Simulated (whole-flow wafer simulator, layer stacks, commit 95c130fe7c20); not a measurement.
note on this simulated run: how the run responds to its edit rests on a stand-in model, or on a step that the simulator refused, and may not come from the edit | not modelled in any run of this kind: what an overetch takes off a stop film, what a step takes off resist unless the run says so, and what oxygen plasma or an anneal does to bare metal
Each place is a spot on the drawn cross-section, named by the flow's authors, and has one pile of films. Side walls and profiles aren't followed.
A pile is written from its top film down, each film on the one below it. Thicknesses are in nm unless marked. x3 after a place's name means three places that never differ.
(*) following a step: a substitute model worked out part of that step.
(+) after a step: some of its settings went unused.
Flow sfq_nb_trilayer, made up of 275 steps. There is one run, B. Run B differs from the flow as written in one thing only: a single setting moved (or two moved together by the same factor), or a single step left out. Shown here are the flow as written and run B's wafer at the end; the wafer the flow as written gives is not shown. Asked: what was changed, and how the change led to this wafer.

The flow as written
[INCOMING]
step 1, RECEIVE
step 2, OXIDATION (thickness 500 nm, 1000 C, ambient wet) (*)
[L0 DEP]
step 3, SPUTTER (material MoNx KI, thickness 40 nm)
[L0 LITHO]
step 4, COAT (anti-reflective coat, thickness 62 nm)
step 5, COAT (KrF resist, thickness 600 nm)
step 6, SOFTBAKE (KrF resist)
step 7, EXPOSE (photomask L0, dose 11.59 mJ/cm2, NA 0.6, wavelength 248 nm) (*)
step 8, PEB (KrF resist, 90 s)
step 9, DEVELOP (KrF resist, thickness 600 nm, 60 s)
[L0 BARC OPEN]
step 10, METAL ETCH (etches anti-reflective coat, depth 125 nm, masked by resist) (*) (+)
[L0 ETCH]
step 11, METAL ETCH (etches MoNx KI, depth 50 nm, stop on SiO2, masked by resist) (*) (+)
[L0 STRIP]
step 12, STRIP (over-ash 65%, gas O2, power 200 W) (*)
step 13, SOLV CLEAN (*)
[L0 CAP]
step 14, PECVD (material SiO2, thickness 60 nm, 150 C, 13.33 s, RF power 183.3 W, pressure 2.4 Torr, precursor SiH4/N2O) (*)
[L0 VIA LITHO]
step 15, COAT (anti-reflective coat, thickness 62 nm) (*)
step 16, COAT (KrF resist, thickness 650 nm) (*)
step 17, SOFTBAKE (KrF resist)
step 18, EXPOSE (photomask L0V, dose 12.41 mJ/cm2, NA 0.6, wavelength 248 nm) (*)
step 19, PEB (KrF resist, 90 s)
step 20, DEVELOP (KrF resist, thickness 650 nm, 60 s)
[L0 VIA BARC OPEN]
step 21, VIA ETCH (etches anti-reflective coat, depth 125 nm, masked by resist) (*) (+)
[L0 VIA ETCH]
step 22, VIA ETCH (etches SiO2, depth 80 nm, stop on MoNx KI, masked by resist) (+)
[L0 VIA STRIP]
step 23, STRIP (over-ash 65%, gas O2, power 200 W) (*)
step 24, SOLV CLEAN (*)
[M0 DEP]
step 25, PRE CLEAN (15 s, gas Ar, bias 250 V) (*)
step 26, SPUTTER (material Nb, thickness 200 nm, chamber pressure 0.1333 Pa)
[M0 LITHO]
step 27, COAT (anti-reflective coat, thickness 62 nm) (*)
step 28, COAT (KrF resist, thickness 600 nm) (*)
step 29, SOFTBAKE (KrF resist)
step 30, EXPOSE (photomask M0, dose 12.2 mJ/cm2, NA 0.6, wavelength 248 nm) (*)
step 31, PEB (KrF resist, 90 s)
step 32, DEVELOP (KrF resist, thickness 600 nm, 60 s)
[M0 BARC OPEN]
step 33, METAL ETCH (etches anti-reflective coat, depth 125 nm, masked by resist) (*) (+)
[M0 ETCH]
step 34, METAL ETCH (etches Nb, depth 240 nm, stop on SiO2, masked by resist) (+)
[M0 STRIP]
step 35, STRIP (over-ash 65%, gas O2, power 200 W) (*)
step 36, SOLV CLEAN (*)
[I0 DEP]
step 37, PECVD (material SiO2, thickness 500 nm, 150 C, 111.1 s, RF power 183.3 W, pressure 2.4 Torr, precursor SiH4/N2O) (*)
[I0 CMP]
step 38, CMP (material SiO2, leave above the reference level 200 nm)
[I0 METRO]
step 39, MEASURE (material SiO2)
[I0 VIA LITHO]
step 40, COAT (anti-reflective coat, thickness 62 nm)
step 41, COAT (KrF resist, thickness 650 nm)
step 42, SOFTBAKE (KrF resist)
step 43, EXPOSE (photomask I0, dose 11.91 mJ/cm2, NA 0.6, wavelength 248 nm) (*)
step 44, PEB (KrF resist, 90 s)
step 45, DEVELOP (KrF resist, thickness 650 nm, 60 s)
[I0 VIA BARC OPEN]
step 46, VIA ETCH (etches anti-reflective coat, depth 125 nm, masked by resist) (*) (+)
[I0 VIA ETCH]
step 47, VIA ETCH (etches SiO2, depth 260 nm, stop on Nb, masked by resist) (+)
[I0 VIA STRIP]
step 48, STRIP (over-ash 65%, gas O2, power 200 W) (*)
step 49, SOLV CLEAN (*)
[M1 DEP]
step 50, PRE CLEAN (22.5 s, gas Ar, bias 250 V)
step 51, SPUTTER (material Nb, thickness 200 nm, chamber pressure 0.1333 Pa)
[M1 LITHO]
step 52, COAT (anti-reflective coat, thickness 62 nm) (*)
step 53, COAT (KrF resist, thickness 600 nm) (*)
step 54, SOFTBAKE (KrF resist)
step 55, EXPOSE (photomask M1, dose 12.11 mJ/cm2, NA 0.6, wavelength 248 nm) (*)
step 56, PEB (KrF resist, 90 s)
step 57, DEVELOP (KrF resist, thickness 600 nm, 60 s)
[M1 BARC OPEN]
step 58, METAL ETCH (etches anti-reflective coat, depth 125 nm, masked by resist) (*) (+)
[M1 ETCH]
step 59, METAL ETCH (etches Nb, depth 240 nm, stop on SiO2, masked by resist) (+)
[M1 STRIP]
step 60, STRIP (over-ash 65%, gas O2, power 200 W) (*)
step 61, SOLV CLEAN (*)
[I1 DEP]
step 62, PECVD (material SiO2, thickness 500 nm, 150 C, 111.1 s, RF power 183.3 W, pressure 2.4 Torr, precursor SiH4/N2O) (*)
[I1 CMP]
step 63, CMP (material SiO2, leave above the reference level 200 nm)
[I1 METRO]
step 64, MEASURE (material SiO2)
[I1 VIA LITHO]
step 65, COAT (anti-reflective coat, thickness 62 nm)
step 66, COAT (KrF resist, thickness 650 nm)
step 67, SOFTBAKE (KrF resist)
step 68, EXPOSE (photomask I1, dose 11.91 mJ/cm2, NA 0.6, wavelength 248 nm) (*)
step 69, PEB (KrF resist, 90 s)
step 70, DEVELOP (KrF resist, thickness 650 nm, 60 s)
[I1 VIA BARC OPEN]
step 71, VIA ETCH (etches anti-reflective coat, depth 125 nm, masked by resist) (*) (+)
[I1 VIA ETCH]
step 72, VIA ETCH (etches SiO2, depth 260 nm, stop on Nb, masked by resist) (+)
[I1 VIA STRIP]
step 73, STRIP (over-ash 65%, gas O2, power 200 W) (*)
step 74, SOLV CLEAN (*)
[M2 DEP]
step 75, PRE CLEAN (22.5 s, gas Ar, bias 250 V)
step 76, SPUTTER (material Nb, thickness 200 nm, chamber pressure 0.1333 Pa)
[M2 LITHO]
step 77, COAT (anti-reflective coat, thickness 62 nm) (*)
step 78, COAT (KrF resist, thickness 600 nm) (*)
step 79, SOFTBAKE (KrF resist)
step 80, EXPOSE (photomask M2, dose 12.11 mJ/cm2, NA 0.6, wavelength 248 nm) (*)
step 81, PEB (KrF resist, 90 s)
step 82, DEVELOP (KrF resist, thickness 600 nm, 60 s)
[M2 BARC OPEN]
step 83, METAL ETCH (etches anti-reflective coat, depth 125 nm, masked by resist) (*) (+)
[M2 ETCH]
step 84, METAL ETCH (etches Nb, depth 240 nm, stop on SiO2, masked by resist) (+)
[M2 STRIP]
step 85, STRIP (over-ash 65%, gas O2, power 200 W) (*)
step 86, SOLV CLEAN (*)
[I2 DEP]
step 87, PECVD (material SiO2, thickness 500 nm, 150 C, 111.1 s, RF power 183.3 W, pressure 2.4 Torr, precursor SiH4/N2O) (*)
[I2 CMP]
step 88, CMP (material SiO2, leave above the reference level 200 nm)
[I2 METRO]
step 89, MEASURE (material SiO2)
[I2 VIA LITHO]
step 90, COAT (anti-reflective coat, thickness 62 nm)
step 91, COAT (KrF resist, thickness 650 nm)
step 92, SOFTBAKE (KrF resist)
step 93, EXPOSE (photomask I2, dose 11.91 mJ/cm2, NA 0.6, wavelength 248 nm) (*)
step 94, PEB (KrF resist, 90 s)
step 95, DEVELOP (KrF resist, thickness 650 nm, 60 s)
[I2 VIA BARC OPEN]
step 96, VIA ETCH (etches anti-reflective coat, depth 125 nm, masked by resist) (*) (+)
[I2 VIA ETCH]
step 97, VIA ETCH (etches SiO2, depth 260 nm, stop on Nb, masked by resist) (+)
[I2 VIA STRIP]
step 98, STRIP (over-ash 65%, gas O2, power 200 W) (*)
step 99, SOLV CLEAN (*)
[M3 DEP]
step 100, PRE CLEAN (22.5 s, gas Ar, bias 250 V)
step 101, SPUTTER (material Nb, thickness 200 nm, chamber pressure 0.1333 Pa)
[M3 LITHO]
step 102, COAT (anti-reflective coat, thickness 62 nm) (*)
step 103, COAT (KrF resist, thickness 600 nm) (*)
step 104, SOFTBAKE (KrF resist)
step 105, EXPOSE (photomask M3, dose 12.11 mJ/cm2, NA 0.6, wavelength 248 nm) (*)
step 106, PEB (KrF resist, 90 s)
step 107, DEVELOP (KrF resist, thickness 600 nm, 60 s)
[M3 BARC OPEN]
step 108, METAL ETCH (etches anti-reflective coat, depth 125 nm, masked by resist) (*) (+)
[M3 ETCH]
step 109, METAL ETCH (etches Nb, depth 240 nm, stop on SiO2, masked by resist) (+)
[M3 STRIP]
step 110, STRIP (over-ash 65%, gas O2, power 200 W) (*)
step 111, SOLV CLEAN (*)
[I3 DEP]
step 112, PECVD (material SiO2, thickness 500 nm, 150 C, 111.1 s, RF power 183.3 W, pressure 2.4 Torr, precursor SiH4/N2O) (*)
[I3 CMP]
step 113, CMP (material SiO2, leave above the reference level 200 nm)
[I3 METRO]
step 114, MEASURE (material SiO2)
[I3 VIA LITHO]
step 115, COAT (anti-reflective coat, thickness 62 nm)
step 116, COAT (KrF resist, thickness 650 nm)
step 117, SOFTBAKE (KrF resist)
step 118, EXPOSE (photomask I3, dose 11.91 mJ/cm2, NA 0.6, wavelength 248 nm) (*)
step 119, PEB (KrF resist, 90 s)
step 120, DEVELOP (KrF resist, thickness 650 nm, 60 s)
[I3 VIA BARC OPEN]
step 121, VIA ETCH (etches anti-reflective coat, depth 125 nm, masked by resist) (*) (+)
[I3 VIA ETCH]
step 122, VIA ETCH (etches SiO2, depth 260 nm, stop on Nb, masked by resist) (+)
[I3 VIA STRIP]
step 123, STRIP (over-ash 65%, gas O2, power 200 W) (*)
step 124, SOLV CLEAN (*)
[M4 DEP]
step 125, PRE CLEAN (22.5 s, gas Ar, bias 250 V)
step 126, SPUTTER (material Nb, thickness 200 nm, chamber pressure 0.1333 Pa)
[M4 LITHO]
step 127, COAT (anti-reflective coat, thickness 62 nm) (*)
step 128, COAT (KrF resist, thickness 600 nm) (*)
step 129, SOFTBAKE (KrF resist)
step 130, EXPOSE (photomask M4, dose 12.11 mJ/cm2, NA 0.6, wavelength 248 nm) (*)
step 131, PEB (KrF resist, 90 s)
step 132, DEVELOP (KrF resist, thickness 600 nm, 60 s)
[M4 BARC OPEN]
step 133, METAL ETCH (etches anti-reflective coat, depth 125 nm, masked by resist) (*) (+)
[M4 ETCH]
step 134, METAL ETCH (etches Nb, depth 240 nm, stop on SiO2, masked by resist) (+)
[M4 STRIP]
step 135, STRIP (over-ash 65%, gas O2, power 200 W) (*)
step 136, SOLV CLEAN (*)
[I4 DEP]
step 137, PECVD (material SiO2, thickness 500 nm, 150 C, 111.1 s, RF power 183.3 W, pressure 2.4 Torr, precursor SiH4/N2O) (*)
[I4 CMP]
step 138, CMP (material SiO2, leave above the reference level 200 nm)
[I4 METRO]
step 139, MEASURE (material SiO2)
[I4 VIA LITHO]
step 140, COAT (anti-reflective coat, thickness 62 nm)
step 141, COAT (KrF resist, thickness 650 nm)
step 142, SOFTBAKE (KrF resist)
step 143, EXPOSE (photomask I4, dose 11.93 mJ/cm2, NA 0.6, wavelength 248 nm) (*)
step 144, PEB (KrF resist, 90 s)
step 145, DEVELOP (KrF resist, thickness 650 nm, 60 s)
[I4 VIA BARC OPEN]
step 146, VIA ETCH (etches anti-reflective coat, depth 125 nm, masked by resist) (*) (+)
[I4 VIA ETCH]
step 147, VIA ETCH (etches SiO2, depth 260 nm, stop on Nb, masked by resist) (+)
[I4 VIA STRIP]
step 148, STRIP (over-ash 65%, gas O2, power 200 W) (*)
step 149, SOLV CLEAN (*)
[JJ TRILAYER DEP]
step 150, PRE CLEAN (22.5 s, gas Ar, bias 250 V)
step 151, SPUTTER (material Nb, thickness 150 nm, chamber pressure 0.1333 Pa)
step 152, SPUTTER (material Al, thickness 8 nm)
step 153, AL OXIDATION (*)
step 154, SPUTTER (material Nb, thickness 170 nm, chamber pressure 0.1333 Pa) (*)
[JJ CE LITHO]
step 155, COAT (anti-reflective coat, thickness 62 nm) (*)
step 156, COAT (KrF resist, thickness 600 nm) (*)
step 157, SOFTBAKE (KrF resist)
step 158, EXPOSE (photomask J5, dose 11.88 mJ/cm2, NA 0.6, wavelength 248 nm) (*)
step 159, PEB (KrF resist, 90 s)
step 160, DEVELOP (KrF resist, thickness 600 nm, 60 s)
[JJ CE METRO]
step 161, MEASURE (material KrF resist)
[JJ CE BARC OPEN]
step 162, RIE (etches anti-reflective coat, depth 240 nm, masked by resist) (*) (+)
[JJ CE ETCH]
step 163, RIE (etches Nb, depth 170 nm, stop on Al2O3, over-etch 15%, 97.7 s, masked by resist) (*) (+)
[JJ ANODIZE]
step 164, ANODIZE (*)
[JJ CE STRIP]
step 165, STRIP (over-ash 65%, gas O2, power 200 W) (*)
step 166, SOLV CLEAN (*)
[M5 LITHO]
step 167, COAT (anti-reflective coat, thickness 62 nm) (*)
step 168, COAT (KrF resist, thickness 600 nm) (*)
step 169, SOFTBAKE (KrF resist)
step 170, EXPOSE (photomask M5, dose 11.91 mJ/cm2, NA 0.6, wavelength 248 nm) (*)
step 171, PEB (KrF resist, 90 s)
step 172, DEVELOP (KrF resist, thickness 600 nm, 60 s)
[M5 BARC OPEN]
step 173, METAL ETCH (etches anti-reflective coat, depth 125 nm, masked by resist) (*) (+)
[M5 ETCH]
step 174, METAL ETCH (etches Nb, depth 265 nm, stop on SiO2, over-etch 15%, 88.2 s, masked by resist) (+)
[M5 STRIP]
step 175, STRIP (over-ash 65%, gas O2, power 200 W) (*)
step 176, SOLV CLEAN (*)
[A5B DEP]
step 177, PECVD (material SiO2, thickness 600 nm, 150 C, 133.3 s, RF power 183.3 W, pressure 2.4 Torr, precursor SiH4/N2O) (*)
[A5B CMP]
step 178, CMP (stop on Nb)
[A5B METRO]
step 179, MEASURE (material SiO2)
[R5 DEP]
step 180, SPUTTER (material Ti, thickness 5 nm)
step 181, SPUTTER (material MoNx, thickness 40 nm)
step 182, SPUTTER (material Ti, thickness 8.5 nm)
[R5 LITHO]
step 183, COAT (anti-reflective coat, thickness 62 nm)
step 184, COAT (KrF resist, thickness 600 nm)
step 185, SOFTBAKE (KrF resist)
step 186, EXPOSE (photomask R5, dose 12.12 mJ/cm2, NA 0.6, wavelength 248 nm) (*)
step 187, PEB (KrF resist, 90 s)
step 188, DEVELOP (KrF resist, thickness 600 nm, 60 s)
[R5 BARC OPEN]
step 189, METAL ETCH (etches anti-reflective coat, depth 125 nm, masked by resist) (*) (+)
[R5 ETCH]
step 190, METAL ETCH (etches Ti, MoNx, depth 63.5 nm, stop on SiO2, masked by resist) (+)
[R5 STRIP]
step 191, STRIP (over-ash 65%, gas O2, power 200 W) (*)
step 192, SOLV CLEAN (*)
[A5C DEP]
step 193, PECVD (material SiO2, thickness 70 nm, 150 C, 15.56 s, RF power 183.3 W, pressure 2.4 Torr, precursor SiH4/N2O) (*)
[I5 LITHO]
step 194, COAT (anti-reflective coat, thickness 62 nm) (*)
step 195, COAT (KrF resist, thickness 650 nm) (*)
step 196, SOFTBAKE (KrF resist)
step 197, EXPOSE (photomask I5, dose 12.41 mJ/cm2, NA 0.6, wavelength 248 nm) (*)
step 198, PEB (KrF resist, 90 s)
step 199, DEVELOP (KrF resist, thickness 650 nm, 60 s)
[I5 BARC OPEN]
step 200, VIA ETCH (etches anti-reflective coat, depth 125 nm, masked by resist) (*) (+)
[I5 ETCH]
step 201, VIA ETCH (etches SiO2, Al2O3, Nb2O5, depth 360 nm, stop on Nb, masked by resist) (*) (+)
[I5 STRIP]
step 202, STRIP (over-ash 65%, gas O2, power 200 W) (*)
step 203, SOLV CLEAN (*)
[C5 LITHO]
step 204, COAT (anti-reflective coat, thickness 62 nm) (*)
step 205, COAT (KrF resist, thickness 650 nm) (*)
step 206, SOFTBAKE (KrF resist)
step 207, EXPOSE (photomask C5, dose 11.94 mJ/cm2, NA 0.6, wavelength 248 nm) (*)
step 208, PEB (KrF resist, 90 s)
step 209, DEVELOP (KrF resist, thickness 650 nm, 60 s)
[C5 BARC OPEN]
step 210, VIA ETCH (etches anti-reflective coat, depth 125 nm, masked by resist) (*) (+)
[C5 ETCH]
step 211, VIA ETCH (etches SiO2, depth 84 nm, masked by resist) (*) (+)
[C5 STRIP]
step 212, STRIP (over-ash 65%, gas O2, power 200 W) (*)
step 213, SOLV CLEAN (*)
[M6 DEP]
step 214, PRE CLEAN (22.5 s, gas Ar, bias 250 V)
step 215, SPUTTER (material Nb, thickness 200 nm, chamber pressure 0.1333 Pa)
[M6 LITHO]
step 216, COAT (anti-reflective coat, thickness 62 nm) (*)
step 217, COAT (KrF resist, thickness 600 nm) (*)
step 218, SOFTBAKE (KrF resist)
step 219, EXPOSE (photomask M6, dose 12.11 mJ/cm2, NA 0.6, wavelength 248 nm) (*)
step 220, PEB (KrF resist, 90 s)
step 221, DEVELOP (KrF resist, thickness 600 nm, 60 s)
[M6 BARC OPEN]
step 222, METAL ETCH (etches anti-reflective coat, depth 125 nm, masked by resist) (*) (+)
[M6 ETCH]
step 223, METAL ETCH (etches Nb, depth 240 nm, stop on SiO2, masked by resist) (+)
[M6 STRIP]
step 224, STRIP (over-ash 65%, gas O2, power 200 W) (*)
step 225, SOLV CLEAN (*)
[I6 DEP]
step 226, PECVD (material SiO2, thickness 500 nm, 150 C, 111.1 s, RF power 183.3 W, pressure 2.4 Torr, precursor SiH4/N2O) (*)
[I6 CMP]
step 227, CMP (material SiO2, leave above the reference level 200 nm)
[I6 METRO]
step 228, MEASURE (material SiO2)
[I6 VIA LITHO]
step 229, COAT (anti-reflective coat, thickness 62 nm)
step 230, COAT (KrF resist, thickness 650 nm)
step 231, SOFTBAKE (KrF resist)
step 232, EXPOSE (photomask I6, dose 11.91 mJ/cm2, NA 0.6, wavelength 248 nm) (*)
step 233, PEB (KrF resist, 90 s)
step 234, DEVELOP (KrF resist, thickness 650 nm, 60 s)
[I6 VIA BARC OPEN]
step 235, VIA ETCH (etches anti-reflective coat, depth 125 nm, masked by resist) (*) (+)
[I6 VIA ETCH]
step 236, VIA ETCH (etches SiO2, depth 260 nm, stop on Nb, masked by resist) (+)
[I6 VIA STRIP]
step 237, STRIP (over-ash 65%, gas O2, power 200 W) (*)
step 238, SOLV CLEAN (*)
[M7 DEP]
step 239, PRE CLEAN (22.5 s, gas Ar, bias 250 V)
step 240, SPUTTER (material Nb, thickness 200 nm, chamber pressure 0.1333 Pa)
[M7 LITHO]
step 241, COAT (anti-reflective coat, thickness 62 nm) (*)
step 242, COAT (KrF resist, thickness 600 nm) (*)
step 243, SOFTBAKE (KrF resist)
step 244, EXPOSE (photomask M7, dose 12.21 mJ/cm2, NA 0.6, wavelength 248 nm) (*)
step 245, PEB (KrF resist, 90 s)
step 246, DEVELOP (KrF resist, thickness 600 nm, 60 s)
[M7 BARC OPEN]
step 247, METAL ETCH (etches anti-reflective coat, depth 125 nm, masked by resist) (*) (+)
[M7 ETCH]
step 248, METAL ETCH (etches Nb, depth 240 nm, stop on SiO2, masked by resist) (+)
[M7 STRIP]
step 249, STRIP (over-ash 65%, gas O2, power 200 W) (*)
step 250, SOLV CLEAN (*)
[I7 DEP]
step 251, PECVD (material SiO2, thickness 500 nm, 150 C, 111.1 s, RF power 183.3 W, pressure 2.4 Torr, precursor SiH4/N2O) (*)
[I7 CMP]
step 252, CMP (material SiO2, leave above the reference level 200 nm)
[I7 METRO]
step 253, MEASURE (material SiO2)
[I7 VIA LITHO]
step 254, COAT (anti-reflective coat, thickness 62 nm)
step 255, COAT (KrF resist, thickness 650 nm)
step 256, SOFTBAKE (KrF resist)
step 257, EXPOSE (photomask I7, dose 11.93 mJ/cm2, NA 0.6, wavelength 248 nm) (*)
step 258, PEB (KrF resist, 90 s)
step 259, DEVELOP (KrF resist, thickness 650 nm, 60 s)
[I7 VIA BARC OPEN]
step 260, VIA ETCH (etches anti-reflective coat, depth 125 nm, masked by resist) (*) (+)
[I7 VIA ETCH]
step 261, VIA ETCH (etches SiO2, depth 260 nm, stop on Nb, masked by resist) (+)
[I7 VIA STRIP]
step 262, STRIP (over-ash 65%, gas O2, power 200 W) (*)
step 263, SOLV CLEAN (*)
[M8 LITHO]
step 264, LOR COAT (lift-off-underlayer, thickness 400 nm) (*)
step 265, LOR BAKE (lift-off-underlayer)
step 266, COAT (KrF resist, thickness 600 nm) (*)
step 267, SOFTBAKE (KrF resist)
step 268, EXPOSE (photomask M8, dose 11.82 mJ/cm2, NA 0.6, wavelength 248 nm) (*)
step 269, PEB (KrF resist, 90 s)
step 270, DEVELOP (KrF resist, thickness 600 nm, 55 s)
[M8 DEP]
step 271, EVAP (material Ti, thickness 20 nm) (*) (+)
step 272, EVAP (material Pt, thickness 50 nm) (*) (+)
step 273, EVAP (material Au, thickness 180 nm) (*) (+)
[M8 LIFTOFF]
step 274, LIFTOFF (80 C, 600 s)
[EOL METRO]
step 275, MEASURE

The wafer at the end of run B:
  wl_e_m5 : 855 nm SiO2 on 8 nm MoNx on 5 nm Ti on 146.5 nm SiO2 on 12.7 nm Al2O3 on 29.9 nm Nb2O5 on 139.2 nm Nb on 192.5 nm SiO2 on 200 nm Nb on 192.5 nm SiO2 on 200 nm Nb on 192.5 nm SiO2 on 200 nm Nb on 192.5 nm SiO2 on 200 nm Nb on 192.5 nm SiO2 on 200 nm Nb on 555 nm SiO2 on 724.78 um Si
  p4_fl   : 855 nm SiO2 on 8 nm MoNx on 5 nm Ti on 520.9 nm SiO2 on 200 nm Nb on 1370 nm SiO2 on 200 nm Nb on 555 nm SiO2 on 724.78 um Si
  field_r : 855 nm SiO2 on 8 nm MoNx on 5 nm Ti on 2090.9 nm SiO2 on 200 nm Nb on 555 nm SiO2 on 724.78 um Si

Cause: step 181, SPUTTER: thickness 63 nm was run, while the flow as written has thickness 40 nm.

The path from the change to this, step by step:
  step 181, SPUTTER (material MoNx, thickness 40 nm)
      field_l, v_sur, via_wl and 103 more: MoNx gains 63 (new film) (as written it would have been: MoNx gains 40 (new film))
  step 190, METAL ETCH (etches Ti, MoNx, depth 63.5 nm, stop on SiO2, masked by resist) (+)
      field_l, v_sur, via_wl and 92 more: Ti loses 8.5 (all of it), MoNx loses 55 (as written it would have been: Ti loses 8.5 (all of it), MoNx loses 40 (all of it), Ti loses 5 (all of it))
      ce_l, c5j, ce_r, wl_jj: Ti loses 8.5 (all of it), MoNx loses 55 (as written it would have been: Ti loses 8.5 (all of it), MoNx loses 40 (all of it), Ti loses 5 (all of it), Nb loses 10)
  step 193, PECVD (material SiO2, thickness 70 nm, 150 C, 15.56 s, RF power 183.3 W, pressure 2.4 Torr, precursor SiH4/N2O) (*)
      field_l, v_sur, via_wl and 92 more: SiO2 gains 70 (new film) (as written it would have been: SiO2 gains 70)
  step 194, COAT (anti-reflective coat, thickness 62 nm) (*)
      wl_j_sl, wl_j_sr: anti-reflective coat gains 62 (new film) (as written it would have been: anti-reflective coat gains 60.2 (new film))
      r5r_spacepad_l, r5r_spacepad_r: anti-reflective coat gains 88.7 (new film) (as written it would have been: anti-reflective coat gains 84.4 (new film))
      (as well as at 12 more places)
  step 201, VIA ETCH (etches SiO2, Al2O3, Nb2O5, depth 360 nm, stop on Nb, masked by resist) (*) (+)
      be: SiO2 loses 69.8 (all of it), MoNx loses 8 (all of it), Ti loses 5 (all of it), SiO2 loses 146.5 (all of it), Al2O3 loses 12.7 (all of it), Nb2O5 loses 29.9 (all of it) (as written it would have been: SiO2 loses 216.4 (all of it), Al2O3 loses 12.7 (all of it), Nb2O5 loses 29.9 (all of it))
  step 202, STRIP (over-ash 65%, gas O2, power 200 W) (*)
      wl_j_sl, wl_j_sr: KrF resist loses 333 (all of it), anti-reflective coat loses 62 (all of it) (as written it would have been: KrF resist loses 333.3 (all of it), anti-reflective coat loses 60.2 (all of it))
      r5r_spacepad_l, r5r_spacepad_r: KrF resist loses 335.9 (all of it), anti-reflective coat loses 88.7 (all of it) (as written it would have been: KrF resist loses 335.6 (all of it), anti-reflective coat loses 84.4 (all of it))
      (as well as at 12 more places)
  step 204, COAT (anti-reflective coat, thickness 62 nm) (*)
      wl_j_sl, wl_j_sr: anti-reflective coat gains 62 (new film) (as written it would have been: anti-reflective coat gains 60.2 (new film))
      r5r_spacepad_l, r5r_spacepad_r: anti-reflective coat gains 88.7 (new film) (as written it would have been: anti-reflective coat gains 84.4 (new film))
      (as well as at 12 more places)
  step 210, VIA ETCH (etches anti-reflective coat, depth 125 nm, masked by resist) (*) (+)
      c5j: anti-reflective coat loses 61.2 (all of it), SiO2 loses 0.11 (as written it would have been: anti-reflective coat loses 63.9 (all of it), SiO2 loses 0.11)
  step 211, VIA ETCH (etches SiO2, depth 84 nm, masked by resist) (*) (+)
      c5j: SiO2 loses 69.9 (all of it) (as written it would have been: SiO2 loses 69.9 (all of it), Nb loses 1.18)
  step 212, STRIP (over-ash 65%, gas O2, power 200 W) (*)
      wl_j_sl, wl_j_sr: KrF resist loses 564 (all of it), anti-reflective coat loses 62 (all of it) (as written it would have been: KrF resist loses 563.4 (all of it), anti-reflective coat loses 60.2 (all of it))
      r5r_spacepad_l, r5r_spacepad_r: KrF resist loses 566.9 (all of it), anti-reflective coat loses 88.7 (all of it) (as written it would have been: KrF resist loses 565.8 (all of it), anti-reflective coat loses 84.4 (all of it))
      (as well as at 11 more places)
  step 214, PRE CLEAN (22.5 s, gas Ar, bias 250 V)
      c5j: MoNx loses 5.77 (as written it would have been: Nb loses 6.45)
  step 215, SPUTTER (material Nb, thickness 200 nm, chamber pressure 0.1333 Pa)
      c5j: Nb gains 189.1 (new film) (as written it would have been: Nb gains 188.4)
  step 216, COAT (anti-reflective coat, thickness 62 nm) (*)
      r5r_line_l, r5r_line_c, r5r_line_r: anti-reflective coat gains 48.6 (new film) (as written it would have been: anti-reflective coat gains 50 (new film))
      wl_j_sl, wl_j_sr: anti-reflective coat gains 62 (new film) (as written it would have been: anti-reflective coat gains 60.2 (new film))
      (as well as at 11 more places)
  step 222, METAL ETCH (etches anti-reflective coat, depth 125 nm, masked by resist) (*) (+)
      r5r_line_l, r5r_line_c, r5r_line_r: anti-reflective coat loses 48.6 (all of it) (as written it would have been: anti-reflective coat loses 50 (all of it))
      r5r_spacepad_l, r5r_spacepad_r: anti-reflective coat loses 90.7 (all of it) (as written it would have been: anti-reflective coat loses 85.7 (all of it))
      (as well as at 1 more place)
  step 224, STRIP (over-ash 65%, gas O2, power 200 W) (*)
      wl_j_sl, wl_j_sr: KrF resist loses 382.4 (all of it), anti-reflective coat loses 62 (all of it) (as written it would have been: KrF resist loses 382.5 (all of it), anti-reflective coat loses 60.2 (all of it))
      be: KrF resist loses 587.6 (all of it), anti-reflective coat loses 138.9 (all of it) (as written it would have been: KrF resist loses 575.8 (all of it), anti-reflective coat loses 136.7 (all of it))
      (as well as at 8 more places)
  step 226, PECVD (material SiO2, thickness 500 nm, 150 C, 111.1 s, RF power 183.3 W, pressure 2.4 Torr, precursor SiH4/N2O) (*)
      be: SiO2 gains 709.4 (new film) (as written it would have been: SiO2 gains 693.5 (new film))
  step 227, CMP (material SiO2, leave above the reference level 200 nm)
      r5r_line_l, r5r_spacepad_l, r5r_spacepad_r, r5r_line_c, r5r_line_r: SiO2 loses 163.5 (as written it would have been: SiO2 loses 153.5)
      ce_l, ce_r, wl_jj: SiO2 loses 300 (as written it would have been: SiO2 loses 290)
      (as well as at 5 more places)
If metal films that touch count as one body, wl_e_m5 has 7 bodies (between them, from the top down: SiO2 146.5 / Al2O3 12.7 / Nb2O5 29.9; SiO2 192.5; SiO2 192.5; SiO2 192.5; SiO2 192.5; SiO2 192.5); the flow as written gives 6 bodies (between them, from the top down: SiO2 192.5; SiO2 192.5; SiO2 192.5; SiO2 192.5; SiO2 192.5).
If metal films that touch count as one body, p4_fl has 3 bodies (between them, from the top down: SiO2 520.9; SiO2 1370); the flow as written gives 2 bodies (between them, from the top down: SiO2 1370).
If metal films that touch count as one body, field_r has 2 bodies (between them, from the top down: SiO2 2090.9); the flow as written gives 1 body.
